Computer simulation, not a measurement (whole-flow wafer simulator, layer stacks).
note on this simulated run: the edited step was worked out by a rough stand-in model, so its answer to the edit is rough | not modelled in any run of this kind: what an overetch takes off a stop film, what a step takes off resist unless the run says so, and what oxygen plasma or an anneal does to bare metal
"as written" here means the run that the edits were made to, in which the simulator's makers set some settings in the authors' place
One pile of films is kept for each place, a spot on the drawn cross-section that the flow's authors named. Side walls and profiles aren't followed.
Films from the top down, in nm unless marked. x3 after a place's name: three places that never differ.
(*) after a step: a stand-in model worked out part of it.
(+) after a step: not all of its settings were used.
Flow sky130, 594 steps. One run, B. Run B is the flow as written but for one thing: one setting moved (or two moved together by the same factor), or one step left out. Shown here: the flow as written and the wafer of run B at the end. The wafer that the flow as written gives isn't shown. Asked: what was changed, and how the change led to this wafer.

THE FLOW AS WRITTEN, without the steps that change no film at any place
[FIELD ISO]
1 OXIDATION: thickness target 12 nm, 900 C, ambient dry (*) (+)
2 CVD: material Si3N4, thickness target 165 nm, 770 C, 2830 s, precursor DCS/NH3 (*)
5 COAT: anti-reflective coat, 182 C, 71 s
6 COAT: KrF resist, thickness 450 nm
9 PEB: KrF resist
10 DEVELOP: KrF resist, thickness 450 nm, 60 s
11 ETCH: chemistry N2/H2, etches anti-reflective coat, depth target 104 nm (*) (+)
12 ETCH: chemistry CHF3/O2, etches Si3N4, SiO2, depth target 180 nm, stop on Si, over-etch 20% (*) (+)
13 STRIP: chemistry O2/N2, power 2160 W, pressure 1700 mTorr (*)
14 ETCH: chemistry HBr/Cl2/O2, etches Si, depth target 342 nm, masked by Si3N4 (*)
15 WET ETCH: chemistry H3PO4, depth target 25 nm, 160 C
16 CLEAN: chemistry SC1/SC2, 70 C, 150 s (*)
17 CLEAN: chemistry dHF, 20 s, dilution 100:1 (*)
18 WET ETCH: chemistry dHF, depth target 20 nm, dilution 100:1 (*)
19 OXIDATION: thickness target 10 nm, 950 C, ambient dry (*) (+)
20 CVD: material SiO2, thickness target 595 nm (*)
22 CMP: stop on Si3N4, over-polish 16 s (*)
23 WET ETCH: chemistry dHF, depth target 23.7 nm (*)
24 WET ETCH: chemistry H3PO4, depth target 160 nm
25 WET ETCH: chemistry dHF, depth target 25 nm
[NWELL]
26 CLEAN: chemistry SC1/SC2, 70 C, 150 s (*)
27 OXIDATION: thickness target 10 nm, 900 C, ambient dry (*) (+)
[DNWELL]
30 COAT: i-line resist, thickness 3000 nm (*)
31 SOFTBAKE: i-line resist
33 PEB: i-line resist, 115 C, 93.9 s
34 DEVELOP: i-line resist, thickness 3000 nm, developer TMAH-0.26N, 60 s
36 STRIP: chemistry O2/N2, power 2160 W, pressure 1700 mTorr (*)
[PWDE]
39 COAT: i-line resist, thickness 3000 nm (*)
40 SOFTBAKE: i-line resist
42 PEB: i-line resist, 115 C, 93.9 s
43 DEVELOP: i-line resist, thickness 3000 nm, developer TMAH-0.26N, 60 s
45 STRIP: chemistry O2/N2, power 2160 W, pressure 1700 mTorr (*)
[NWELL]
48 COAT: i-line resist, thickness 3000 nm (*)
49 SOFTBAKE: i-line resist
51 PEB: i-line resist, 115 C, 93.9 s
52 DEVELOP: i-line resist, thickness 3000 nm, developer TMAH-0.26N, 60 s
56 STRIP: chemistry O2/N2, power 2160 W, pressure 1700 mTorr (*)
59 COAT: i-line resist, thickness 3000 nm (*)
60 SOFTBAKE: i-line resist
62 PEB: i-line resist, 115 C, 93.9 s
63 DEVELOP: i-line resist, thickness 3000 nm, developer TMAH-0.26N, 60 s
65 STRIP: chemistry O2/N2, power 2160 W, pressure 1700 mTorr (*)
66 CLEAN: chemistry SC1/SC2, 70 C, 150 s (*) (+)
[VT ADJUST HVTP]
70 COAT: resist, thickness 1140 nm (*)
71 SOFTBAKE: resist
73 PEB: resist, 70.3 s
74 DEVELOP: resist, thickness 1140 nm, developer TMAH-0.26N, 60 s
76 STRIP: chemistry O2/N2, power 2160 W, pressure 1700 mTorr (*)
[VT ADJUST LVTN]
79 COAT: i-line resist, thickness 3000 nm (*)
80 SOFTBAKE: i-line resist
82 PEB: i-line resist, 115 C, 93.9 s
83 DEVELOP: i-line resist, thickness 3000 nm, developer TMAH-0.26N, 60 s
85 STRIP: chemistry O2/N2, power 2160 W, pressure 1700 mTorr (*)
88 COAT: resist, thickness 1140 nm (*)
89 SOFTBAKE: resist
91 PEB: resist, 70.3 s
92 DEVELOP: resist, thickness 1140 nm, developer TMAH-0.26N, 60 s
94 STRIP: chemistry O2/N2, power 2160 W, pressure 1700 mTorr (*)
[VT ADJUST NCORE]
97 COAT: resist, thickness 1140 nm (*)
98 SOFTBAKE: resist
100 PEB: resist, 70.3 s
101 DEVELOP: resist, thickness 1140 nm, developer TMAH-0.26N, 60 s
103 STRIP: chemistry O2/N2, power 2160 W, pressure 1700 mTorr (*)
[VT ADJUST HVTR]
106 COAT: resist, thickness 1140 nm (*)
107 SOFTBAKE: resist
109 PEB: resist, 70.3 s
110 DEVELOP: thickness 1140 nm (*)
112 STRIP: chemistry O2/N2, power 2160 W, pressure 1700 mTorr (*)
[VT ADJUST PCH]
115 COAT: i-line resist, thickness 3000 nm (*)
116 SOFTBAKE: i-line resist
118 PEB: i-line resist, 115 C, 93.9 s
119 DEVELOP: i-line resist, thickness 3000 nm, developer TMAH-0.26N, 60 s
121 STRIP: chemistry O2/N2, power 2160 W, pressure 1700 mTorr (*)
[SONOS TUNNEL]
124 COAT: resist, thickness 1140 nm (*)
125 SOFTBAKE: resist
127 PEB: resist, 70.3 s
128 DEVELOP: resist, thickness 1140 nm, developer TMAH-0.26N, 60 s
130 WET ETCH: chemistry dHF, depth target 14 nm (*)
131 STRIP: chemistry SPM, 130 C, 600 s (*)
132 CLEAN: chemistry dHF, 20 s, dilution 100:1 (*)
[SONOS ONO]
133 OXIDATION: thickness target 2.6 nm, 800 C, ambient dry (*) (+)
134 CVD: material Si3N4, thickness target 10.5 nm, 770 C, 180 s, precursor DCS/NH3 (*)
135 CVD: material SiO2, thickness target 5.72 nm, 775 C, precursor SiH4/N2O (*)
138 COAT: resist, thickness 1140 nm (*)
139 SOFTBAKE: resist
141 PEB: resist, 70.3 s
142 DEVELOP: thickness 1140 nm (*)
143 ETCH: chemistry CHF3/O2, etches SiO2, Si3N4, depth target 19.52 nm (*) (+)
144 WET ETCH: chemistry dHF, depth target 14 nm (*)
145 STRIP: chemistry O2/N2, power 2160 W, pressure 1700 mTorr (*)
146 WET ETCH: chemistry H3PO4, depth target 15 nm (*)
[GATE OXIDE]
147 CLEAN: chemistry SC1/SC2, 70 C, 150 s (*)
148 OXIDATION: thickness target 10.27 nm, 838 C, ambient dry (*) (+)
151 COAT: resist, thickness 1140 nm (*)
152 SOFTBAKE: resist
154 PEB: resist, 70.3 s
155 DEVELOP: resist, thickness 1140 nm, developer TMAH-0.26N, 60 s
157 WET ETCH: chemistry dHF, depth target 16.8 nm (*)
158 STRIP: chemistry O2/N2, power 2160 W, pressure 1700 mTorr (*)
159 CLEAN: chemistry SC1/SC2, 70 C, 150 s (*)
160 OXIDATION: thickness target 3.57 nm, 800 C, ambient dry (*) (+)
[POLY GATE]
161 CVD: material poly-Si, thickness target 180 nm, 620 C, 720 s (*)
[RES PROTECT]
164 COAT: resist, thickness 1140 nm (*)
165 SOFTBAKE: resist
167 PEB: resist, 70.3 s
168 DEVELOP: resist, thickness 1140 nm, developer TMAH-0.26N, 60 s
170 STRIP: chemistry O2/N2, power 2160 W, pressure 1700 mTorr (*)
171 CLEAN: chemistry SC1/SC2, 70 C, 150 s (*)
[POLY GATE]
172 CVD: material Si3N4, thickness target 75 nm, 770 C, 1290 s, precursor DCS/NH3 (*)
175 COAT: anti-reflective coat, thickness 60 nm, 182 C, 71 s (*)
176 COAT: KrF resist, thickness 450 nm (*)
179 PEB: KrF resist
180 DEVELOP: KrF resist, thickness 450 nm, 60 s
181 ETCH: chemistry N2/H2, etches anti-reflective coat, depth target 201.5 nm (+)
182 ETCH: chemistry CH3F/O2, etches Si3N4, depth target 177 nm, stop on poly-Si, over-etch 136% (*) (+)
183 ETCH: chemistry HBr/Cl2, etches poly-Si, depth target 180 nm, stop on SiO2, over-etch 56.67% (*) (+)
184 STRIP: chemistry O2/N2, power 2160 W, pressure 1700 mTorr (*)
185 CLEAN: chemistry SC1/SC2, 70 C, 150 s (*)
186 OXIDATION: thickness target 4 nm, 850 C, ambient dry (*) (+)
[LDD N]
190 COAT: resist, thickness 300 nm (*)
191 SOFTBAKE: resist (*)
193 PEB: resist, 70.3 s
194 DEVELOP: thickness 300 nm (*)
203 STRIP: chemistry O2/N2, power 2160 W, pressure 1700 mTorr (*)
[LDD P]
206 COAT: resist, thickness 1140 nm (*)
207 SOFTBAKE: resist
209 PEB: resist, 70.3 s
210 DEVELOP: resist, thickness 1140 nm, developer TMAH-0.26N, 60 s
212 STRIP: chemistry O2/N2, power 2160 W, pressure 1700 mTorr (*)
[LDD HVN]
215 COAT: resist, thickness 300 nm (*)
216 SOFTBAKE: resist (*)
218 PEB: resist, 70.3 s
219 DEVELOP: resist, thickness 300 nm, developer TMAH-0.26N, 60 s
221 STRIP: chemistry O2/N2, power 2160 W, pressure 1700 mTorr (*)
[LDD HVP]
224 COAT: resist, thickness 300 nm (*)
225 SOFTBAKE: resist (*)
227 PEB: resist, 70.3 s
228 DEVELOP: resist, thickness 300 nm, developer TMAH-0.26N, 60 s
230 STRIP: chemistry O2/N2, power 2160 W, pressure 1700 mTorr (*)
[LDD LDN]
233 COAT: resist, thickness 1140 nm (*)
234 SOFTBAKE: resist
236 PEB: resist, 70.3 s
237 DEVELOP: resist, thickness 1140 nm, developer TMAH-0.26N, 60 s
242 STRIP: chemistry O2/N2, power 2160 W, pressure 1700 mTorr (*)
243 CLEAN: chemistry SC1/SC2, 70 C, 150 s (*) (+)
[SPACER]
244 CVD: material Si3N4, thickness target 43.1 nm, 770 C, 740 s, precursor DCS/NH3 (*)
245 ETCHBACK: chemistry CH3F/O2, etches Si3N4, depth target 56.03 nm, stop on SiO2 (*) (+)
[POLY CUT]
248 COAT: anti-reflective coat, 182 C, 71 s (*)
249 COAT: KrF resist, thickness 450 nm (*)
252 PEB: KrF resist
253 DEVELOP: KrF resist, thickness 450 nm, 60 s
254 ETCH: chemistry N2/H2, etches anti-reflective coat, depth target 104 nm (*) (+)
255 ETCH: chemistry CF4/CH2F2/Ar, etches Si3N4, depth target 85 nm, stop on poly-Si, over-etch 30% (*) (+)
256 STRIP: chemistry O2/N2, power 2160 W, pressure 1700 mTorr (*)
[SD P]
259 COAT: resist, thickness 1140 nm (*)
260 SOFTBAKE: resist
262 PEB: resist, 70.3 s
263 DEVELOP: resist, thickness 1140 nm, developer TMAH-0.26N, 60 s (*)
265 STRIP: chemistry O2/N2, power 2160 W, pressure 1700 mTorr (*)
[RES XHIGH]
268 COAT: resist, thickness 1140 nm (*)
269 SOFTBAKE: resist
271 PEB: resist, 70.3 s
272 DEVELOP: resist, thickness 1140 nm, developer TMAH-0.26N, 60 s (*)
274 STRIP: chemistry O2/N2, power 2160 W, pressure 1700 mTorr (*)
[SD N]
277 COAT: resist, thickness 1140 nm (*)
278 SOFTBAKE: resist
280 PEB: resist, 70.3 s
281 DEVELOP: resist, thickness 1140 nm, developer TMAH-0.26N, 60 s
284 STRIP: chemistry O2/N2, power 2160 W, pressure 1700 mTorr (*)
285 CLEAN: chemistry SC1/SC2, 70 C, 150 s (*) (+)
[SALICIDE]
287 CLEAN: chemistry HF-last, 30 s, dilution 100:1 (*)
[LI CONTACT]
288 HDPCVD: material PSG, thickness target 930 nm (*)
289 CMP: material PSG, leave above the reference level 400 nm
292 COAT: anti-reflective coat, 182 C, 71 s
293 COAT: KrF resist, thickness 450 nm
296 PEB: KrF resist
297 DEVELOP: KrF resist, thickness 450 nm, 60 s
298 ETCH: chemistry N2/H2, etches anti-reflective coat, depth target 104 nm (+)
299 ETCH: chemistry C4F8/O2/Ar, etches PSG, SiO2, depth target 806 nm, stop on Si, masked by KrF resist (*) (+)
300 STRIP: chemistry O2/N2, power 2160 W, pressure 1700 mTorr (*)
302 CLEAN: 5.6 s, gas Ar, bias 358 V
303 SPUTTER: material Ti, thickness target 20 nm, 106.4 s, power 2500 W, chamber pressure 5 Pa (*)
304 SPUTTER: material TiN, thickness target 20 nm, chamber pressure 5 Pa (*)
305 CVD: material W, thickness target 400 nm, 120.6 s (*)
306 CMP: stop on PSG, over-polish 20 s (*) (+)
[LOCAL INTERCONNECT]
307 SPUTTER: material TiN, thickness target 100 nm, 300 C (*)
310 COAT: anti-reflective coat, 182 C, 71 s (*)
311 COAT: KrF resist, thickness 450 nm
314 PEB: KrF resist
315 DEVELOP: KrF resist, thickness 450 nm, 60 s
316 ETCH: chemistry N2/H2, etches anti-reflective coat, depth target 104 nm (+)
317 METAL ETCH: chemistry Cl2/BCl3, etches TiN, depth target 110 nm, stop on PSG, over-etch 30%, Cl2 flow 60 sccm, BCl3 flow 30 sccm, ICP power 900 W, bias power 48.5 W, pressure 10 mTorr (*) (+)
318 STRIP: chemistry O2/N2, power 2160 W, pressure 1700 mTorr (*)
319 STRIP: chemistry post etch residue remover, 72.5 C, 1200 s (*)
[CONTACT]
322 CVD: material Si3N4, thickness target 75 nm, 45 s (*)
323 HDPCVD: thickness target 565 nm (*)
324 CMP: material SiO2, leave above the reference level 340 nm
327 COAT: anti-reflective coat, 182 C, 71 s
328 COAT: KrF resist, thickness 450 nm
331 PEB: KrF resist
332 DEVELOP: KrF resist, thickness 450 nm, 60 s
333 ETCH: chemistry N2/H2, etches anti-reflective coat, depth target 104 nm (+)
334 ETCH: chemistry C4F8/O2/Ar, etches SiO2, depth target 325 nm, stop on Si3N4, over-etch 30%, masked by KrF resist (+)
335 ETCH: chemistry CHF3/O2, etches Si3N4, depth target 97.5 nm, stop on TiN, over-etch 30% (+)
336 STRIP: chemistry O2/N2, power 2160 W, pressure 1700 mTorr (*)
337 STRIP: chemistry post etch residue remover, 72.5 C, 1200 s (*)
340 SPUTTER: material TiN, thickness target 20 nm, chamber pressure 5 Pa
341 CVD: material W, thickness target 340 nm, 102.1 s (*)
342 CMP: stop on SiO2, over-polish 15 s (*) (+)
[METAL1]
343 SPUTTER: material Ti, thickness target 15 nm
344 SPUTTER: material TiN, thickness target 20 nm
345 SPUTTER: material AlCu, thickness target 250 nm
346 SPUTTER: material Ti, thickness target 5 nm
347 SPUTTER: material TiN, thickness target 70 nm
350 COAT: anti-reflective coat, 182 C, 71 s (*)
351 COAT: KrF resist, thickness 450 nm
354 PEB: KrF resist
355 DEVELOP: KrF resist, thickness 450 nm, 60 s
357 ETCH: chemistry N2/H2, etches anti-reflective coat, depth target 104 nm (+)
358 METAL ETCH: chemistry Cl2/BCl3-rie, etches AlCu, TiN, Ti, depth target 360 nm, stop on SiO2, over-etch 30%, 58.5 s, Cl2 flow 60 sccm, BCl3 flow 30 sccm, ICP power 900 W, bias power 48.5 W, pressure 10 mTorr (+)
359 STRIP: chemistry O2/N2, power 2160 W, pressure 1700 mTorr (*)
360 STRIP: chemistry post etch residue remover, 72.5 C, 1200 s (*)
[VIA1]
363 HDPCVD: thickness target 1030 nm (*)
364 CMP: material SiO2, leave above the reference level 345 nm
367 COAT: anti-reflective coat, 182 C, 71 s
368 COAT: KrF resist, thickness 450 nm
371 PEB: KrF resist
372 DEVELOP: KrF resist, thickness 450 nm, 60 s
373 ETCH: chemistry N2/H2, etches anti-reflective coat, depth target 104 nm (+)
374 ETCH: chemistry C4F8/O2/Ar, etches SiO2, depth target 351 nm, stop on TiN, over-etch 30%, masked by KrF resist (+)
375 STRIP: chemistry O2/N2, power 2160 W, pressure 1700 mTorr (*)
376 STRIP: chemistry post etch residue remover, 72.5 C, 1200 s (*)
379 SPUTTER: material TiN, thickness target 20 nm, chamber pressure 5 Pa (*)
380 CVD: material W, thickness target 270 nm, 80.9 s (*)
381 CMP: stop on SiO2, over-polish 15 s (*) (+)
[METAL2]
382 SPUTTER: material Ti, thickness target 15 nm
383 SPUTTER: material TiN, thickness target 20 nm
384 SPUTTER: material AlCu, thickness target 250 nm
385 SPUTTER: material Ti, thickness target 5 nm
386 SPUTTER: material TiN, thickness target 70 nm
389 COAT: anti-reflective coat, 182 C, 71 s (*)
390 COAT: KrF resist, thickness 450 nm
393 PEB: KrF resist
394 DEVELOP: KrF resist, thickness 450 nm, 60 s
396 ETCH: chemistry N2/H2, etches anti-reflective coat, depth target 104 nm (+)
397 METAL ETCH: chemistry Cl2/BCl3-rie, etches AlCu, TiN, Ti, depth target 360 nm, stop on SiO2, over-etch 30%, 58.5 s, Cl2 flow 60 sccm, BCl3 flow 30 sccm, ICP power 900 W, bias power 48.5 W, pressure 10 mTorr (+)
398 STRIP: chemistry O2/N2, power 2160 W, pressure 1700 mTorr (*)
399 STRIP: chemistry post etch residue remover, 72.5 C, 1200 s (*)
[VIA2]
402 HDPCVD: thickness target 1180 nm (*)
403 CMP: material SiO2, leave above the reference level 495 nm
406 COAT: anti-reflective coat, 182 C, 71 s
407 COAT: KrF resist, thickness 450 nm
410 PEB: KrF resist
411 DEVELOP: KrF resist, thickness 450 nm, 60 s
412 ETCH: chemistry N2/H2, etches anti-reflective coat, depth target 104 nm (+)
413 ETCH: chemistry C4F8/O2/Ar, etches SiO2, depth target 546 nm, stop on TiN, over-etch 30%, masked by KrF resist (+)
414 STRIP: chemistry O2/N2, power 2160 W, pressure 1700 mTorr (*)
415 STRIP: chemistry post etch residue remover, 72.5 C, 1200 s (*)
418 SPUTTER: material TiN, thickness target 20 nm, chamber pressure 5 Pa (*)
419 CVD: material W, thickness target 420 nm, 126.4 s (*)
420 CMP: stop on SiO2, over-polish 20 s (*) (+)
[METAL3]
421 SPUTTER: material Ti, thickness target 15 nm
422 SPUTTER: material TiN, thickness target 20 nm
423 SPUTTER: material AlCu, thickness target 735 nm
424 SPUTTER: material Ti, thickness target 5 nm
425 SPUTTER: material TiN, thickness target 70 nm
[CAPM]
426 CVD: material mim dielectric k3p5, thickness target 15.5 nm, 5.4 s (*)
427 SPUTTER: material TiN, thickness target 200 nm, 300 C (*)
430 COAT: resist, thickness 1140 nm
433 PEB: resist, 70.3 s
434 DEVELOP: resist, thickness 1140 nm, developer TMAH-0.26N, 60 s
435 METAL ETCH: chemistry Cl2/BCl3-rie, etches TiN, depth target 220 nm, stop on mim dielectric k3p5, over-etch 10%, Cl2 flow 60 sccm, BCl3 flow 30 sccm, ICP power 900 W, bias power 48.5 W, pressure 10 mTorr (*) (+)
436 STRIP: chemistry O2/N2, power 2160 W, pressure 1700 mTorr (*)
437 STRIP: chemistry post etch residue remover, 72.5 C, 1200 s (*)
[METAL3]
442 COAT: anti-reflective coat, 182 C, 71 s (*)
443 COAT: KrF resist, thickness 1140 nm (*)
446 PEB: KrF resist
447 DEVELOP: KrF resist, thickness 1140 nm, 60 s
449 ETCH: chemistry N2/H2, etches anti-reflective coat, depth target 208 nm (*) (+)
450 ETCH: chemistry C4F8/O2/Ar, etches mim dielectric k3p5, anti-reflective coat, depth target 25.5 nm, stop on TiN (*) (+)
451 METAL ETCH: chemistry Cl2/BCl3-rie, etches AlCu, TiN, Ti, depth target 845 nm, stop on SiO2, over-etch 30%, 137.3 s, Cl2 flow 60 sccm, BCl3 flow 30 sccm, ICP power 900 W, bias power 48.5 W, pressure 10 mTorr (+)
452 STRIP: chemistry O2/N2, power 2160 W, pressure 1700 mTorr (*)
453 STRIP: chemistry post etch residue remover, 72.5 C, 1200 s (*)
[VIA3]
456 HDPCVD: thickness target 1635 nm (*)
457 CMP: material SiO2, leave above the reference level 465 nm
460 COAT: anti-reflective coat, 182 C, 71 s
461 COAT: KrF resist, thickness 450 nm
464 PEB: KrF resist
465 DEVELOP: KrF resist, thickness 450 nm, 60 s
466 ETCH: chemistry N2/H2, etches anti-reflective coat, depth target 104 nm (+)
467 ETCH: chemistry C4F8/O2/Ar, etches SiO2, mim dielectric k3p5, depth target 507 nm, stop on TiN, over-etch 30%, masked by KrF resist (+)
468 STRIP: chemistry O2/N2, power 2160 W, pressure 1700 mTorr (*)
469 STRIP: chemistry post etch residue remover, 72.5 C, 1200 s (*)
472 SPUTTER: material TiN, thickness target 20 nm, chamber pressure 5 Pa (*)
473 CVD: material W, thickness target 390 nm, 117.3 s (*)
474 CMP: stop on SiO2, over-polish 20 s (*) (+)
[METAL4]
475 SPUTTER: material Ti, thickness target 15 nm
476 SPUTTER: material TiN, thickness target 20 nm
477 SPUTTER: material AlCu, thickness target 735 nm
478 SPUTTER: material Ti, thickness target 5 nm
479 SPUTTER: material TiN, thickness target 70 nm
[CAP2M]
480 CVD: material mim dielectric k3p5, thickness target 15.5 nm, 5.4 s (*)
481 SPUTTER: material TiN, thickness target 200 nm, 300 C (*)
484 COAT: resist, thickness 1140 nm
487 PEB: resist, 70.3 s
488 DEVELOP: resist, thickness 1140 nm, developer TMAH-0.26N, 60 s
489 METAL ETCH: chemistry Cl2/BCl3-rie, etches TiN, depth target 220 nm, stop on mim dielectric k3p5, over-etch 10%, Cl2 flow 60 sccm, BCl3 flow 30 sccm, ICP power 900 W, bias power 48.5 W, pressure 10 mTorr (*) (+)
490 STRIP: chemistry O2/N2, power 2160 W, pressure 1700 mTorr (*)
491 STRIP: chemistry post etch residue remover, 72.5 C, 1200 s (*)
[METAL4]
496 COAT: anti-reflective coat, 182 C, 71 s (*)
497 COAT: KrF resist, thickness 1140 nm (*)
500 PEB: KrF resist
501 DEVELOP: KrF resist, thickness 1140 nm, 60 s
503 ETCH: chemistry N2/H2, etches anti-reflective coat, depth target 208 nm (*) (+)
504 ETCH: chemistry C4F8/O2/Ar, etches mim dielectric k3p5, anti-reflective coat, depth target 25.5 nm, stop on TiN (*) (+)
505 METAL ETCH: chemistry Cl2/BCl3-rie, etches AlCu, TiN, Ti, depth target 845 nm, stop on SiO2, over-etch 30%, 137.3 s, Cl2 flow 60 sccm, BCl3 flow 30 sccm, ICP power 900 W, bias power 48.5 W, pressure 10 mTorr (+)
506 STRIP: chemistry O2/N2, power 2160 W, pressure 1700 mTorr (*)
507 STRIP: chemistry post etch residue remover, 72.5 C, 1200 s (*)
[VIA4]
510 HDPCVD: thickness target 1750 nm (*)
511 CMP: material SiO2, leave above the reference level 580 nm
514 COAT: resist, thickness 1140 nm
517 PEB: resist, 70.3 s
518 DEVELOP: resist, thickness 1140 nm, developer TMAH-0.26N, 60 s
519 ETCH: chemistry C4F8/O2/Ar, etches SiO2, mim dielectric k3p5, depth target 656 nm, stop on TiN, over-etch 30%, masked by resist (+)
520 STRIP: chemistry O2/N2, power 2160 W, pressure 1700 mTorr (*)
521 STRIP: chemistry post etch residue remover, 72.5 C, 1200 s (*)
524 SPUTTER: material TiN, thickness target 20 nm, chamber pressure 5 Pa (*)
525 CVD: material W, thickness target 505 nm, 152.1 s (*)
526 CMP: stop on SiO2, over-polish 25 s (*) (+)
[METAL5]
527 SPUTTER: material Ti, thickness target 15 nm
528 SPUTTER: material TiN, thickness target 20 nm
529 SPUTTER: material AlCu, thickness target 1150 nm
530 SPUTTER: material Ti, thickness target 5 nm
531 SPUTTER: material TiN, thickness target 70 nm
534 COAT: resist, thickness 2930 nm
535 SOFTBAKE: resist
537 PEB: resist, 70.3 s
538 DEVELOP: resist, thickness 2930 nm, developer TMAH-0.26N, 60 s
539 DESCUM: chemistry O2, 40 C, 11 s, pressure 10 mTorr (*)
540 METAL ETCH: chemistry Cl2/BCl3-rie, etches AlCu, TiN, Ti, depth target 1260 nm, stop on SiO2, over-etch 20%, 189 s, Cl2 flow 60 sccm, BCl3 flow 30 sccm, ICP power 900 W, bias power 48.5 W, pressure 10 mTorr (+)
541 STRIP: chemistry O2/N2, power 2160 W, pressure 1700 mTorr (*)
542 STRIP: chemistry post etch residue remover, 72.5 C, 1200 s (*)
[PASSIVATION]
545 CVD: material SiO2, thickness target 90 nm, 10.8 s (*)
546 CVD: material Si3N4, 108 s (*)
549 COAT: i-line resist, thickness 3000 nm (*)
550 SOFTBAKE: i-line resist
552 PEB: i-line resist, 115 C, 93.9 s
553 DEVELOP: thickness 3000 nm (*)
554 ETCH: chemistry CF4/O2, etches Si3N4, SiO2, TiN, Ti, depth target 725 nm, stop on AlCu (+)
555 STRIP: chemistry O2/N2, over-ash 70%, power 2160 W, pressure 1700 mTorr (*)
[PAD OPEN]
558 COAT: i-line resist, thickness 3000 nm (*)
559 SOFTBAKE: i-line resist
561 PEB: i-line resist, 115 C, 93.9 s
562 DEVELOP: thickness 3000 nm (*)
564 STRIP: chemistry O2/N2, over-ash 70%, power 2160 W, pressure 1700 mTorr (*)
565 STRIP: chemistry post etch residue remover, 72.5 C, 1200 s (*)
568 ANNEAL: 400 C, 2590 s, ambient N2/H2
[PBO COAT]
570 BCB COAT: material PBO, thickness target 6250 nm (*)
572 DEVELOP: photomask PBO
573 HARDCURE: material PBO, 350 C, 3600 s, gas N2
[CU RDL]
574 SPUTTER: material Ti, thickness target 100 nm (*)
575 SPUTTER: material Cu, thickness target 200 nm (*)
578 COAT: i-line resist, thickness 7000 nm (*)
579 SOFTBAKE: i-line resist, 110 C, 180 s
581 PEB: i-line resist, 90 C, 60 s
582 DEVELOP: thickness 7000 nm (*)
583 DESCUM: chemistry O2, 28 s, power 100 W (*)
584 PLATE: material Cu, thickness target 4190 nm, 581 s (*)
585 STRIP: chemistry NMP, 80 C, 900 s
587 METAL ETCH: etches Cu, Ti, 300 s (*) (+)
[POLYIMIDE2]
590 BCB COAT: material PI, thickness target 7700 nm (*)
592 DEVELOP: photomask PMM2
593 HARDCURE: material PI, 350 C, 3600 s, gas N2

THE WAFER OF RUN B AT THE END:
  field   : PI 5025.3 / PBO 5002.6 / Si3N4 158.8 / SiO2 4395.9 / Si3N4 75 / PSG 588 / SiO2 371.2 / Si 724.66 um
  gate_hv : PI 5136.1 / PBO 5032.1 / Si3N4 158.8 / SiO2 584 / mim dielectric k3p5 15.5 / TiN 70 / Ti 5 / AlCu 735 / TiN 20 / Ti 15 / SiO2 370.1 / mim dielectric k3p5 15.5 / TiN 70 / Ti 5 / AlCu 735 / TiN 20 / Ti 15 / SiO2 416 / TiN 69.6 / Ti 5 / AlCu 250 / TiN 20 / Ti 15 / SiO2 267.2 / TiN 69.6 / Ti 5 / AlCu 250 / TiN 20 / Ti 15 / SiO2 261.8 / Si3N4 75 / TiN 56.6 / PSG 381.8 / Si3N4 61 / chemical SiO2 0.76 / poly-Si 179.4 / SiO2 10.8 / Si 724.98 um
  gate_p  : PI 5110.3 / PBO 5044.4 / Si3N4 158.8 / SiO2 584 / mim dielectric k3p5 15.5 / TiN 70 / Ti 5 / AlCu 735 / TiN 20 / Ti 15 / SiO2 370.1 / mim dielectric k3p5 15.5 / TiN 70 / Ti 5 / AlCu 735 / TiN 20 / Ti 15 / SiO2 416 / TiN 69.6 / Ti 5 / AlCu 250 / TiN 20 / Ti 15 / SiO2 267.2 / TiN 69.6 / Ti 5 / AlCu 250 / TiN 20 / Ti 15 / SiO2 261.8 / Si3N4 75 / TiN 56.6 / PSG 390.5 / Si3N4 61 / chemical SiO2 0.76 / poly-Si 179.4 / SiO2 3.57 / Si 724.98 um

The cause: step 307, SPUTTER: thickness target 57 nm was run, where the flow has thickness target 100 nm.

How the change led to this, step by step:
  307 SPUTTER: material TiN, thickness target 100 nm, 300 C (*)
      field, active, n_well and 188 more: TiN +57 (new film) (as written it would be: TiN +100 (new film))
  317 METAL ETCH: chemistry Cl2/BCl3, etches TiN, depth target 110 nm, stop on PSG, over-etch 30%, Cl2 flow 60 sccm, BCl3 flow 30 sccm, ICP power 900 W, bias power 48.5 W, pressure 10 mTorr (*) (+)
      n_well, p_well, gate_hv and 97 more: KrF resist -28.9 (as written it would be: KrF resist -44)
      field, active, gate and 88 more: TiN -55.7 (all of it) (as written it would be: TiN -98.7 (all of it))
  318 STRIP: chemistry O2/N2, power 2160 W, pressure 1700 mTorr (*)
      n_well, p_well, gate_hv and 93 more: KrF resist -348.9 (all of it), anti-reflective coat -80 (all of it) (as written it would be: KrF resist -333.8 (all of it), anti-reflective coat -80 (all of it))
      poly_licon, ndiff_licon, ndiff_licon_cpp, rpo_hd_licon: KrF resist -348.9 (all of it), anti-reflective coat -80.5 (all of it) (as written it would be: KrF resist -333.9 (all of it), anti-reflective coat -80.5 (all of it))
  324 CMP: material SiO2, leave above the reference level 340 nm
      field, active, gate and 88 more: SiO2 -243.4 (as written it would be: SiO2 -200.4)
